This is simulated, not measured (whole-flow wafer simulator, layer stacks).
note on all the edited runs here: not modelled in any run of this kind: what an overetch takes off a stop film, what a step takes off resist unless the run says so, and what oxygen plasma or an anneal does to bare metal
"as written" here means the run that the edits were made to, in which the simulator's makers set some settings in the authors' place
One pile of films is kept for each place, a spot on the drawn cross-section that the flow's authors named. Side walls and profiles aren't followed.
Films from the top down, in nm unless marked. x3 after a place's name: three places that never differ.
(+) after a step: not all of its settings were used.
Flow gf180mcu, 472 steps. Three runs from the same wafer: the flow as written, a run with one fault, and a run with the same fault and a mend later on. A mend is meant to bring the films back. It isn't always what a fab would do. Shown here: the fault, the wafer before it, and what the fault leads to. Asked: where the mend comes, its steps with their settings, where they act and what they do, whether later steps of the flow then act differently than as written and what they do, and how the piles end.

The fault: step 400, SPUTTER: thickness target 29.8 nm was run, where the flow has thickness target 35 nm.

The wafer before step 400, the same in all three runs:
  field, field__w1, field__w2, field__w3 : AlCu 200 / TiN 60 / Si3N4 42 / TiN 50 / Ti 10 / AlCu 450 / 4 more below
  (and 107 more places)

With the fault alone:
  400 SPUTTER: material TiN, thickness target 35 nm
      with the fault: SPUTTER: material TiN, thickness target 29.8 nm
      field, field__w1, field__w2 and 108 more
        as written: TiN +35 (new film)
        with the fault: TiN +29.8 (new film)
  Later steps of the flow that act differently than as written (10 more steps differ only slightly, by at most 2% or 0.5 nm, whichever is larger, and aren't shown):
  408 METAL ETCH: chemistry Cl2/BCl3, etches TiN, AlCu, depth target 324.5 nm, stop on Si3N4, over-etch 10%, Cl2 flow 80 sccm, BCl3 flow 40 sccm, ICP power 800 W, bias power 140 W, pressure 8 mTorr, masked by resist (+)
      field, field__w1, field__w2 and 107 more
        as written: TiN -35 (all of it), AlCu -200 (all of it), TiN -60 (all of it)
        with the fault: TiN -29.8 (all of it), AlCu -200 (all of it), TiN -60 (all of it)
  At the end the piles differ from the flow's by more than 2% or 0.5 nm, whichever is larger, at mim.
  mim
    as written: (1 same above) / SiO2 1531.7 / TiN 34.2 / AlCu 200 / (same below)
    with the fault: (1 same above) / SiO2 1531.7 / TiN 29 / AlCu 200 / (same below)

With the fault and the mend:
  The mend comes after step 400.
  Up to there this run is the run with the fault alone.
  400a SPUTTER: material TiN, thickness target 5.2 nm (the flow's step 400 once more, with other settings)
      field, field__w1, field__w2 and 108 more
        TiN +5.2
  No later step of the flow acts differently than as written at any place that is followed.
  At the end the piles are the same as the flow's at every place that both follow.
